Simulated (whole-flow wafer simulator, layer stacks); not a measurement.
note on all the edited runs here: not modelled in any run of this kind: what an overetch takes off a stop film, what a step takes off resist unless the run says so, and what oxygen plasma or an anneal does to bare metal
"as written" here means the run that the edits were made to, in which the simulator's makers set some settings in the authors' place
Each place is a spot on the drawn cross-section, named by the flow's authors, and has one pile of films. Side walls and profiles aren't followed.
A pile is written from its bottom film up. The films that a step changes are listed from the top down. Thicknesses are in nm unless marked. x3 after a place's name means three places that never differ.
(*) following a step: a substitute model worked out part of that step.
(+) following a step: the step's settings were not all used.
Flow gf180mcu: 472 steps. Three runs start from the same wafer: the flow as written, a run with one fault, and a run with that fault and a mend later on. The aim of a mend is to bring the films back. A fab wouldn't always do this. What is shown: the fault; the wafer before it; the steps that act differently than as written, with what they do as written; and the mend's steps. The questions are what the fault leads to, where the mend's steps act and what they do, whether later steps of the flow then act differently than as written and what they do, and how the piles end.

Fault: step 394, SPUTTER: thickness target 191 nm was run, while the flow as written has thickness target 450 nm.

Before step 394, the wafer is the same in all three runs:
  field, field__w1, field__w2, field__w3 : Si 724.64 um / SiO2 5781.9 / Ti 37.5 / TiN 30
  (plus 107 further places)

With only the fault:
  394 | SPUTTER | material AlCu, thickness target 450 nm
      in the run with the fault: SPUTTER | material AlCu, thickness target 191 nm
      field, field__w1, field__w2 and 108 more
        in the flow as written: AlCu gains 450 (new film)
        in the run with the fault: AlCu gains 191 (new film)
  Steps later in the flow that act otherwise than as written (not shown: 1 more step that differs only slightly, by at most 2% or 0.5 nm, whichever is larger):
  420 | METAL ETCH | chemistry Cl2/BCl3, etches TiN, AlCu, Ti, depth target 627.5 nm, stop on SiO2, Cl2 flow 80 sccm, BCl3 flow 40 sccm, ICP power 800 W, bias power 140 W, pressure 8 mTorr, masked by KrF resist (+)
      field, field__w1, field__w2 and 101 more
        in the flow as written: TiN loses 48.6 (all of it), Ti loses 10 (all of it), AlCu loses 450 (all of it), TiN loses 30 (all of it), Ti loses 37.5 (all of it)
        in the run with the fault: TiN loses 48.6 (all of it), Ti loses 10 (all of it), AlCu loses 191 (all of it), TiN loses 30 (all of it), Ti loses 37.5 (all of it)
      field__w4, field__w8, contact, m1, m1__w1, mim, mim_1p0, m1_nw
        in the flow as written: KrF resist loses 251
        in the run with the fault: KrF resist loses 190.2
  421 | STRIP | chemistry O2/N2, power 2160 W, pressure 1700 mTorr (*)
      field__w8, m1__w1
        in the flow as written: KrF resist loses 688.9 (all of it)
        in the run with the fault: KrF resist loses 749.6 (all of it)
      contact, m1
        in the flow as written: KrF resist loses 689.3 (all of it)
        in the run with the fault: KrF resist loses 750.1 (all of it)
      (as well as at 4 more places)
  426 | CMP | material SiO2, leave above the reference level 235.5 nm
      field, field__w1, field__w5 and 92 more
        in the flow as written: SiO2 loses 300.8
        in the run with the fault: SiO2 loses 559.8
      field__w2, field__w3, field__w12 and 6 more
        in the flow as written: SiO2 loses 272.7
        in the run with the fault: SiO2 loses 543.5
  The piles end different from the flow's at field, field__w1, field__w2 and 109 more by more than 2% or 0.5 nm, whichever is larger.
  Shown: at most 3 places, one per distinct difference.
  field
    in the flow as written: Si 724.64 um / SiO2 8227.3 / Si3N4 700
    in the run with the fault: Si 724.64 um / SiO2 7968.3 / Si3N4 700
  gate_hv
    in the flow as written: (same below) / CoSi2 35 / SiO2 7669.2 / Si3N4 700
    in the run with the fault: (same below) / CoSi2 35 / SiO2 7410.2 / Si3N4 700
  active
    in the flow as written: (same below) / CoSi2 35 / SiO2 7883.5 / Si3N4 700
    in the run with the fault: (same below) / CoSi2 35 / SiO2 7624.5 / Si3N4 700

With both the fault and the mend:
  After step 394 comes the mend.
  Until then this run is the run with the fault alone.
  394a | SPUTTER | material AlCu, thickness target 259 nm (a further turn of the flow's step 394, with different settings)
      field, field__w1, field__w2 and 108 more
        AlCu gains 259
  None of the later steps of the flow acts differently than as written at any place that is followed.
  At every place that both follow, the piles at the end match the flow's.
